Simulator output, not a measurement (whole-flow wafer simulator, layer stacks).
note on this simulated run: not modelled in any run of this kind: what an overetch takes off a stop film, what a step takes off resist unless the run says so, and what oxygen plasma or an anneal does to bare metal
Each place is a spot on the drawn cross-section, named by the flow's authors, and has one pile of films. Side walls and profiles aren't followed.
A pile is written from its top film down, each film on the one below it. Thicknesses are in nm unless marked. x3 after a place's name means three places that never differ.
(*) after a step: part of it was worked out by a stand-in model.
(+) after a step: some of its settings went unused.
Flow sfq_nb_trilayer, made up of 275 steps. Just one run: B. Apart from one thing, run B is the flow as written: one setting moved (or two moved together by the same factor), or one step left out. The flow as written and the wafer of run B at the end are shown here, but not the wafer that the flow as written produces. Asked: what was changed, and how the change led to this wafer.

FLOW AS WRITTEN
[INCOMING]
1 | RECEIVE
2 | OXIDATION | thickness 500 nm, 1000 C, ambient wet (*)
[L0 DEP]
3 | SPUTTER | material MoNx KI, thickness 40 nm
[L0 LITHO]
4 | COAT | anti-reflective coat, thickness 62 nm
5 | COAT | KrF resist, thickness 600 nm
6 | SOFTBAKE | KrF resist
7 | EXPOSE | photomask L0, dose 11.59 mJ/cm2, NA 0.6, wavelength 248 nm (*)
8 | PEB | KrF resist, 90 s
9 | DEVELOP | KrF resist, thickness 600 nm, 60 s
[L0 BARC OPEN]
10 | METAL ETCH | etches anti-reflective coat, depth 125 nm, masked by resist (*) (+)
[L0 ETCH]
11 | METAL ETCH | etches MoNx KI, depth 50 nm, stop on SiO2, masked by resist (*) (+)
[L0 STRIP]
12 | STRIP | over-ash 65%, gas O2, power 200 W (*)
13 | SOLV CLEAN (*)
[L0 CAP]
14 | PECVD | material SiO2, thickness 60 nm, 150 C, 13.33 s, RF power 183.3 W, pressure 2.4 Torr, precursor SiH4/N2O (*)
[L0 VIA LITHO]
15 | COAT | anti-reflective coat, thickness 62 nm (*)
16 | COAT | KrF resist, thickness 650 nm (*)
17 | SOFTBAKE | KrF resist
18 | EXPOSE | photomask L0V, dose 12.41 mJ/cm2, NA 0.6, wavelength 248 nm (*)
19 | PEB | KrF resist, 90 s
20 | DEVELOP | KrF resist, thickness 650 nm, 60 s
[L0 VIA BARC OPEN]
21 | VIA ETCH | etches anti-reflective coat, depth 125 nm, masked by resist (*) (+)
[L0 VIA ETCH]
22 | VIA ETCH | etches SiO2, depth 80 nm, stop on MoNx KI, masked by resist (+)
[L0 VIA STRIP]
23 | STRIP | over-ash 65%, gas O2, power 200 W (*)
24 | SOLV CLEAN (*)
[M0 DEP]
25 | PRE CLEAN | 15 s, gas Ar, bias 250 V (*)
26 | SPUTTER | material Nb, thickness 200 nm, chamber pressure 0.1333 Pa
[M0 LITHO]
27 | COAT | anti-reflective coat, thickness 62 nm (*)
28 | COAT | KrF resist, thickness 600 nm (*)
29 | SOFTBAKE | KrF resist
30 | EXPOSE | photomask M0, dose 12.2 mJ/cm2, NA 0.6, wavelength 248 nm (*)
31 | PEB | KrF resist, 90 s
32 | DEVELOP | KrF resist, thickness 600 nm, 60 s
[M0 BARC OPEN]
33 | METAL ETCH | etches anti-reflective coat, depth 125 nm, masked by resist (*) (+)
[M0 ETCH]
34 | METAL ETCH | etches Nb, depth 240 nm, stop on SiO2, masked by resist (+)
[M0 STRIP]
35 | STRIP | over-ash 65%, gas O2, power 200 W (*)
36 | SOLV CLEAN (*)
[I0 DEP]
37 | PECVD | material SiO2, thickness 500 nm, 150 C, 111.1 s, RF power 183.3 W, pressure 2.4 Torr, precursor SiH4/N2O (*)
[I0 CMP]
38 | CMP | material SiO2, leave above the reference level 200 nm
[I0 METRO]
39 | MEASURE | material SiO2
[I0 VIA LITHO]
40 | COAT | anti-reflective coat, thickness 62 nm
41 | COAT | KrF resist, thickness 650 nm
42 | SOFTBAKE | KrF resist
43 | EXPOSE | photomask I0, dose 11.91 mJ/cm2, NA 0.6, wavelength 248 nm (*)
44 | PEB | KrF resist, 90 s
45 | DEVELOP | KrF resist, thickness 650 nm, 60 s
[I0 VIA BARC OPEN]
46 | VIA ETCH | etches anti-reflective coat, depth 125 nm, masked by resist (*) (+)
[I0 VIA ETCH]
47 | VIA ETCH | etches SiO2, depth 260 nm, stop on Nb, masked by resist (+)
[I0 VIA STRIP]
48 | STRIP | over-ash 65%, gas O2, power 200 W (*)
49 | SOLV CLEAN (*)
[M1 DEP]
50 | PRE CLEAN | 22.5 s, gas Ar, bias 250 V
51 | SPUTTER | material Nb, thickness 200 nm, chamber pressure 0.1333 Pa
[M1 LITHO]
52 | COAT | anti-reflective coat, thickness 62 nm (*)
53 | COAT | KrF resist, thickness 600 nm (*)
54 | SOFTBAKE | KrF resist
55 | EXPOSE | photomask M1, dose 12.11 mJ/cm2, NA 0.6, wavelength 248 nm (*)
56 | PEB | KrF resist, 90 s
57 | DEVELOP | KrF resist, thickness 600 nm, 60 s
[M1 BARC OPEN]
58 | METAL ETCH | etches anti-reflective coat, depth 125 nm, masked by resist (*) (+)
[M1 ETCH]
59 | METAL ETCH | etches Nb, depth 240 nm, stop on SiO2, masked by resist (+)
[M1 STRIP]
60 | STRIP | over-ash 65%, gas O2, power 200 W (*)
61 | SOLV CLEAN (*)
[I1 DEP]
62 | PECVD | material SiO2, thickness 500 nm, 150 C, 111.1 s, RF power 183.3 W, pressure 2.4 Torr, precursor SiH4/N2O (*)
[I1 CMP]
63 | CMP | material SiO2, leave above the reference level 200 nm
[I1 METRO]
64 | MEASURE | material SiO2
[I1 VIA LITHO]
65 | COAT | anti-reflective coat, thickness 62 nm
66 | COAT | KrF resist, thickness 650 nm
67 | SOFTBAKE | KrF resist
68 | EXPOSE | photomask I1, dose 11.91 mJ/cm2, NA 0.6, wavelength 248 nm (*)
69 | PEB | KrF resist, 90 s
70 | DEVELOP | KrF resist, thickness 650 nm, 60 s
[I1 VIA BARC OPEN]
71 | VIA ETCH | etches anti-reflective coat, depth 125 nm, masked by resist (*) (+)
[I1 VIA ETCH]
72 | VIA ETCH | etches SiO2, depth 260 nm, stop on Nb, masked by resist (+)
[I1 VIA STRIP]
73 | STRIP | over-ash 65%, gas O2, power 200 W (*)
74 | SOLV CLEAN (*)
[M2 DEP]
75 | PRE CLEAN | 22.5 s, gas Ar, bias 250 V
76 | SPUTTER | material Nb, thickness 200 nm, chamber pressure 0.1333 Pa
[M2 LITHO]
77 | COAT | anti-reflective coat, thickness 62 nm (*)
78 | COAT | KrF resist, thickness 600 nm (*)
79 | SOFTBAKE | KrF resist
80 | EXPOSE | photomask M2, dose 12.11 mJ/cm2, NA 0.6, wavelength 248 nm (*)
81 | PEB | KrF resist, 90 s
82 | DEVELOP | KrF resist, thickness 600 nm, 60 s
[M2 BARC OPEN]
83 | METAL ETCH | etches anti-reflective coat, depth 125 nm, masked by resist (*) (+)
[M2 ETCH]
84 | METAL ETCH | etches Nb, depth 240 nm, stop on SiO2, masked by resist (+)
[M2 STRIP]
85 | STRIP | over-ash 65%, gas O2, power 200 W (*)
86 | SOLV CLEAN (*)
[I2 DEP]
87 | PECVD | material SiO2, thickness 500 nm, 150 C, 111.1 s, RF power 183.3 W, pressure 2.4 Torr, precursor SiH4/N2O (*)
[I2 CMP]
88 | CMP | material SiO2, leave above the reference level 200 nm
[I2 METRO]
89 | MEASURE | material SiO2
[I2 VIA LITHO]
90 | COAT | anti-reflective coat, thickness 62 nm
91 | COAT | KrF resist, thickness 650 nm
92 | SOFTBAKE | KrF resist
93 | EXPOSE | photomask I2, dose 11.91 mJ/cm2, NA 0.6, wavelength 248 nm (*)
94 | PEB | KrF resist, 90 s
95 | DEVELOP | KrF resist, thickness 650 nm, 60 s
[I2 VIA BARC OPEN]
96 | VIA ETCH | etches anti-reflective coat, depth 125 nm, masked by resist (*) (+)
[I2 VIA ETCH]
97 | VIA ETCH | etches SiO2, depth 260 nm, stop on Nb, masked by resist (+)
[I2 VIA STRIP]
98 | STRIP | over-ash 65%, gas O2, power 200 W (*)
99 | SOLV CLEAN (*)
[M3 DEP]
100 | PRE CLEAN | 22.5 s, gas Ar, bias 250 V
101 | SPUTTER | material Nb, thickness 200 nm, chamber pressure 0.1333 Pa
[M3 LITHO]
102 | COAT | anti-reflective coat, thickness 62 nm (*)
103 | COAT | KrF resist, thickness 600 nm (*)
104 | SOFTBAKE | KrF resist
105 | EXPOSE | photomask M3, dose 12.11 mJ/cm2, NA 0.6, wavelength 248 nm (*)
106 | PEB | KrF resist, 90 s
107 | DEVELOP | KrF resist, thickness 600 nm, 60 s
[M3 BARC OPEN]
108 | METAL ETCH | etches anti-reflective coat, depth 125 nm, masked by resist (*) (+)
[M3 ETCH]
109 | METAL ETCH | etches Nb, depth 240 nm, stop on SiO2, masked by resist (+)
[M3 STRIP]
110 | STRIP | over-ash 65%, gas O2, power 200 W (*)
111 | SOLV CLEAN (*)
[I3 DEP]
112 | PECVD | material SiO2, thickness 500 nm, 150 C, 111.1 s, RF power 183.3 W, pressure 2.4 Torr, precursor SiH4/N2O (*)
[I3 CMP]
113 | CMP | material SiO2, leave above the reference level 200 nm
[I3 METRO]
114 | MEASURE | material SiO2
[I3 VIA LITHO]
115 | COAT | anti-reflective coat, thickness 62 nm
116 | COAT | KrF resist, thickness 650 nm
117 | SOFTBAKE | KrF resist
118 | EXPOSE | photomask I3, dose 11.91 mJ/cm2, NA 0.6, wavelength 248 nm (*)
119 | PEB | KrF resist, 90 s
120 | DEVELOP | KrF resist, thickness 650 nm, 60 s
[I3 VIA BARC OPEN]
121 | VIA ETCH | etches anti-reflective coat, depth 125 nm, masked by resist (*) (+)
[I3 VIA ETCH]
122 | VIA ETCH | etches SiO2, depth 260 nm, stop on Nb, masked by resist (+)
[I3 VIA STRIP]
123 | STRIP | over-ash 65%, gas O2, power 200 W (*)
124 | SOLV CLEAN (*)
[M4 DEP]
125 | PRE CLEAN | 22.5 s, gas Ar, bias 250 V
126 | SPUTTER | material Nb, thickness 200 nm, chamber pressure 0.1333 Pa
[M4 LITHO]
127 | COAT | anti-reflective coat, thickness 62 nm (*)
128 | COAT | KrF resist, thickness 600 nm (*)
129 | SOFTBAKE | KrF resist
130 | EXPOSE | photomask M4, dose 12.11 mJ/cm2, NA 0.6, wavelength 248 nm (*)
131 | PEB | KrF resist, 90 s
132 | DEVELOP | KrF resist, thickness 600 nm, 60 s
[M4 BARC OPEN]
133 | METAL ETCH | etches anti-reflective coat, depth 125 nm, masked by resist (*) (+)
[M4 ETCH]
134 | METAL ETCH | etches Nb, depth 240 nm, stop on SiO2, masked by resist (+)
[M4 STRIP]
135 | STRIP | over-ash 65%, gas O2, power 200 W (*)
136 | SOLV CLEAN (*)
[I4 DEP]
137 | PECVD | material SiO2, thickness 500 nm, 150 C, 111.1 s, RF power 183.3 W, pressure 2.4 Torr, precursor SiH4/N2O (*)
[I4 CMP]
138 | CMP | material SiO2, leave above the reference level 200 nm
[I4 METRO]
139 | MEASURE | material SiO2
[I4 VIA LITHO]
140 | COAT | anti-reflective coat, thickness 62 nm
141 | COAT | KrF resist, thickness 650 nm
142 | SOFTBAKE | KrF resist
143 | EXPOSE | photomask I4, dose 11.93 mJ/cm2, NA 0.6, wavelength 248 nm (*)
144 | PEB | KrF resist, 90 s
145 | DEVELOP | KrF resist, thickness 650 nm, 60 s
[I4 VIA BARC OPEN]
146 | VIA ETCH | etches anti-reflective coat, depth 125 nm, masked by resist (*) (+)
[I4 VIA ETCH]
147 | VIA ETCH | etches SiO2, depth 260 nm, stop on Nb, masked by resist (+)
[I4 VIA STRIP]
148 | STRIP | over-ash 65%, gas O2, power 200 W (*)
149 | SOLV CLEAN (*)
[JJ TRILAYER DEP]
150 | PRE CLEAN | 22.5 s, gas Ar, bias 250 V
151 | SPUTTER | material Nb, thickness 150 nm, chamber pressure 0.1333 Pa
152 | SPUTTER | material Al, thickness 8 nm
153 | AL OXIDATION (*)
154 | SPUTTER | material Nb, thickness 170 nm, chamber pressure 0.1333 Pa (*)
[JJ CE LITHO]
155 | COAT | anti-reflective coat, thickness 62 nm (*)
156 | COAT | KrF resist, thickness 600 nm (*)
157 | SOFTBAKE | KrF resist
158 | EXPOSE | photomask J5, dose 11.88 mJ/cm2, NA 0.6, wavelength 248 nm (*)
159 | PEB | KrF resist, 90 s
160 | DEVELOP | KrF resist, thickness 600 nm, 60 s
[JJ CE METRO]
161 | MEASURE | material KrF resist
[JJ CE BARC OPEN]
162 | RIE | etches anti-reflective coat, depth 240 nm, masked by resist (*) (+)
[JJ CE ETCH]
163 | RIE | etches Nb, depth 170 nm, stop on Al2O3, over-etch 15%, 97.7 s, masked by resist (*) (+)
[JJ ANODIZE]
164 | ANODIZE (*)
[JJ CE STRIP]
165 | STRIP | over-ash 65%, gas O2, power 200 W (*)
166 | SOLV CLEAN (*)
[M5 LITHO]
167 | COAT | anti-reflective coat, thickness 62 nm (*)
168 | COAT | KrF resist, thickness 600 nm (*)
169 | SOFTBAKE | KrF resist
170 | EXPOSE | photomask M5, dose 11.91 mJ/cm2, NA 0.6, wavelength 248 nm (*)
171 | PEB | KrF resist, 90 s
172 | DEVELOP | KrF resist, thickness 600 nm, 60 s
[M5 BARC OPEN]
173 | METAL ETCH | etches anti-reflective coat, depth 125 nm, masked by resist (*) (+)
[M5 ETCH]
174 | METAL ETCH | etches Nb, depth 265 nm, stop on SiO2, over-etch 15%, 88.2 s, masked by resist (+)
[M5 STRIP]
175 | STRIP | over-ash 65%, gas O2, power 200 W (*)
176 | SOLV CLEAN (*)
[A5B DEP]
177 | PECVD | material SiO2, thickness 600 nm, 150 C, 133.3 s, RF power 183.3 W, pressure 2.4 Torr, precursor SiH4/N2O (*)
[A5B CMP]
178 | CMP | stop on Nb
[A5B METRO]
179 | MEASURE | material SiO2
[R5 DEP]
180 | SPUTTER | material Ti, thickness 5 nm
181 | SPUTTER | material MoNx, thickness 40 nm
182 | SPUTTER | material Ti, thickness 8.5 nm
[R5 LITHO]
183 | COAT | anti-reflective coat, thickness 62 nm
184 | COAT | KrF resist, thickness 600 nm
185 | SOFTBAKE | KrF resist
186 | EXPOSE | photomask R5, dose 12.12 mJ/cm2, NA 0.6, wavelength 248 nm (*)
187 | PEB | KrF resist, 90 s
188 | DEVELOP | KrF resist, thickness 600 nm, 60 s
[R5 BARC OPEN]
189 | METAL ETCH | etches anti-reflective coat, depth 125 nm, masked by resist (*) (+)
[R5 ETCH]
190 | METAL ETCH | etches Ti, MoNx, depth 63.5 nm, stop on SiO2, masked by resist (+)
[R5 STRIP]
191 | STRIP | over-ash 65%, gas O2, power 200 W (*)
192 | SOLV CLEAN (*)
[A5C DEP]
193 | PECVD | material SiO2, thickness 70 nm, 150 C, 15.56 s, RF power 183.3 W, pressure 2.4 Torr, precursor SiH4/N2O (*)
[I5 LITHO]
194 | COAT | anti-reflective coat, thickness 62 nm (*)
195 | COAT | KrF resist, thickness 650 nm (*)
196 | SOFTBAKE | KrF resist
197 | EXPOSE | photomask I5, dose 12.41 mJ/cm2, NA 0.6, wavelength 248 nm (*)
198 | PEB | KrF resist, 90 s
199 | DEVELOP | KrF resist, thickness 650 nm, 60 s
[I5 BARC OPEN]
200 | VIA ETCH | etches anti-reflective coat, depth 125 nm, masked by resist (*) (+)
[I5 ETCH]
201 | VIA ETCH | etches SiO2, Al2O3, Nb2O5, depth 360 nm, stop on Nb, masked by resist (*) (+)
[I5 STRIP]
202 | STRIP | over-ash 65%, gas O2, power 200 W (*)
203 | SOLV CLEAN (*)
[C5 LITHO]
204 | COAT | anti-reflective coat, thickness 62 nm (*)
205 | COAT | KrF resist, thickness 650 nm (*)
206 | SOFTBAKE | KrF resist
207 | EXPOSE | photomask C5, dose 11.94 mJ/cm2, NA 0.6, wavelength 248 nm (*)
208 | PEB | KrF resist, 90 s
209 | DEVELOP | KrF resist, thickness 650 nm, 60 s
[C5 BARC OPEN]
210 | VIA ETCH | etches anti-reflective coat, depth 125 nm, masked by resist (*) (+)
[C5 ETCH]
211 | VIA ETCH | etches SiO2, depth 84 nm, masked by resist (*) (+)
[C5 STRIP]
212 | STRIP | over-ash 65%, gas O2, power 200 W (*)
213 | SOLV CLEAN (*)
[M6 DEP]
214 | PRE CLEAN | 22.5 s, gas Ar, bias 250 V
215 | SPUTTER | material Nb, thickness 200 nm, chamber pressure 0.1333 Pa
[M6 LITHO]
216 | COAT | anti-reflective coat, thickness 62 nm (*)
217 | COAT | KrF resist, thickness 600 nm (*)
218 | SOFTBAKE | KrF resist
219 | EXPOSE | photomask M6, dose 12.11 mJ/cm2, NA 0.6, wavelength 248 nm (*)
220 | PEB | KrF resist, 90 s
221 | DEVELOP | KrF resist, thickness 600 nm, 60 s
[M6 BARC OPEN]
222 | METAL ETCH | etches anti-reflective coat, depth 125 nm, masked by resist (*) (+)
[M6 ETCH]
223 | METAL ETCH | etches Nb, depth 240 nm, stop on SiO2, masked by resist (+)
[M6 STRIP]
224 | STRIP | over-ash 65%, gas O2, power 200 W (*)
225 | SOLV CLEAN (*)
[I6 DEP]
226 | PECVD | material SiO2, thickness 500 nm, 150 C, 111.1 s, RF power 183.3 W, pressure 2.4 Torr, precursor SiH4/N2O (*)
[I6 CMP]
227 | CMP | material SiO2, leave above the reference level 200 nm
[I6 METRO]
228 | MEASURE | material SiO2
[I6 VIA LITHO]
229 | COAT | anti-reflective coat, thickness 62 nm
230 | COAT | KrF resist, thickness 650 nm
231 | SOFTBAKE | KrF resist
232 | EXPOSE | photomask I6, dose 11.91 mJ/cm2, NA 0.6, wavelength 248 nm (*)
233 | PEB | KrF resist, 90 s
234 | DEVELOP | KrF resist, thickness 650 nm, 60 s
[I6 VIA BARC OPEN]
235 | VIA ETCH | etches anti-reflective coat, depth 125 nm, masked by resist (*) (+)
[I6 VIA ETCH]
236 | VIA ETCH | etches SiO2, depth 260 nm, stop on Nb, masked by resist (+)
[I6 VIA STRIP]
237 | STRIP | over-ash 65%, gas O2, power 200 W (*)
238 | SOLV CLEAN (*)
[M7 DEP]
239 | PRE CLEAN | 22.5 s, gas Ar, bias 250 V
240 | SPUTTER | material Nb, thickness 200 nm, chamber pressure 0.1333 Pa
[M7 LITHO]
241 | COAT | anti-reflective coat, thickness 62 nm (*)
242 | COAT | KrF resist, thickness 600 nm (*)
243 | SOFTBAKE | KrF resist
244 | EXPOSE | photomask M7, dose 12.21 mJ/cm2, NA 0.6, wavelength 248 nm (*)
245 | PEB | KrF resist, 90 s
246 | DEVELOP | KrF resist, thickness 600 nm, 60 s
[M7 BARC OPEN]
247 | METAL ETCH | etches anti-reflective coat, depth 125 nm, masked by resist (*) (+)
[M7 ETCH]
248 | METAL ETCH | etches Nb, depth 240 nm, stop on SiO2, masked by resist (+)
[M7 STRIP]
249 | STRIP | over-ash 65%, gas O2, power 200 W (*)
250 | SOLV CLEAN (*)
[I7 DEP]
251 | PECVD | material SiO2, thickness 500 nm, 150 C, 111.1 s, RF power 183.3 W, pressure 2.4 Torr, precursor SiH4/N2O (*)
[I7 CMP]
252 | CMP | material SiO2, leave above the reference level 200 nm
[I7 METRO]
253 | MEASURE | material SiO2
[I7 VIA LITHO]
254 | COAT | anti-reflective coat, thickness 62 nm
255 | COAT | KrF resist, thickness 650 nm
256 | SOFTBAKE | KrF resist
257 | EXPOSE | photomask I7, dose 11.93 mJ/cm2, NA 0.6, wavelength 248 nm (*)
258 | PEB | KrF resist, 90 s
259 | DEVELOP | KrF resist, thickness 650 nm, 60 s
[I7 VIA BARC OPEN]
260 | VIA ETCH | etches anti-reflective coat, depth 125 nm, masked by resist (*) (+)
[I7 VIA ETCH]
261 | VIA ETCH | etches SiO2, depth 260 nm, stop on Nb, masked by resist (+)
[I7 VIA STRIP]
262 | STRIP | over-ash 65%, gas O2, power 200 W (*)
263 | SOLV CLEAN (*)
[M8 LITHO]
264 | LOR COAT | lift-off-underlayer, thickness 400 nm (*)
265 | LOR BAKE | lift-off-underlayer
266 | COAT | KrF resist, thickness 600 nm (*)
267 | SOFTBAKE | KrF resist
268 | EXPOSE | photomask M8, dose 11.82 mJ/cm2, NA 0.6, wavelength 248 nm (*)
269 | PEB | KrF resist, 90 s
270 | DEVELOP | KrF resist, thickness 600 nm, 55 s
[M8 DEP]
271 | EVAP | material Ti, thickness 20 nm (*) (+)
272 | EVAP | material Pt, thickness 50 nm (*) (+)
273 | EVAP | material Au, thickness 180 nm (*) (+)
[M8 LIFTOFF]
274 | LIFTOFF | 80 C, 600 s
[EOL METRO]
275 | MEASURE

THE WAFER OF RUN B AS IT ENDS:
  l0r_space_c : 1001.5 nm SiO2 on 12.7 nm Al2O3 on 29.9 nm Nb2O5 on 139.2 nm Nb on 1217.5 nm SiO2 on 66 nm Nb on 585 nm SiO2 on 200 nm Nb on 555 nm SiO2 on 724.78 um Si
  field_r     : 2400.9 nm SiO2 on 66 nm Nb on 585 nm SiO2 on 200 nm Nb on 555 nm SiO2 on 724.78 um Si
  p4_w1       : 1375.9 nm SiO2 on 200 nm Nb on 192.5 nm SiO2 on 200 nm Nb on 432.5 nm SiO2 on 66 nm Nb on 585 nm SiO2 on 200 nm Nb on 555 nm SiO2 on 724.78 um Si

The reason: step 76, SPUTTER: thickness 306 nm was run, while the flow as written has thickness 200 nm.

The path from the change to this, step by step:
  76 | SPUTTER | material Nb, thickness 200 nm, chamber pressure 0.1333 Pa
      field_l, v_sur, via_wl and 102 more: Nb gains 306 (new film) (it would be, as written: Nb gains 200 (new film))
      via_v: Nb gains 268.7 (it would be, as written: Nb gains 174.5)
  84 | METAL ETCH | etches Nb, depth 240 nm, stop on SiO2, masked by resist (+)
      field_l, be, be_sur and 81 more: Nb loses 240 (it would be, as written: Nb loses 200 (all of it))
  87 | PECVD | material SiO2, thickness 500 nm, 150 C, 111.1 s, RF power 183.3 W, pressure 2.4 Torr, precursor SiH4/N2O (*)
      field_l, be, be_sur and 81 more: SiO2 gains 500 (new film) (it would be, as written: SiO2 gains 500)
      via_v: SiO2 gains 593.3 (new film) (it would be, as written: SiO2 gains 606 (new film))
  88 | CMP | material SiO2, leave above the reference level 200 nm
      field_l, be, be_sur and 81 more: SiO2 loses 60 (it would be, as written: SiO2 loses 100)
      via_v: SiO2 loses 157.1 (it would be, as written: SiO2 loses 181.6)
If metal films that touch count as one body, l0r_space_c has 3 bodies (between them, from the top down: SiO2 1217.5; SiO2 585); the flow as written gives 2 bodies (between them, from the top down: SiO2 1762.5).
If metal films that touch count as one body, field_r has 2 bodies (between them, from the top down: SiO2 585); the flow as written gives 1 body.
If metal films that touch count as one body, p4_w1 has 4 bodies (between them, from the top down: SiO2 192.5; SiO2 432.5; SiO2 585); the flow as written gives 3 bodies (between them, from the top down: SiO2 192.5; SiO2 977.5).
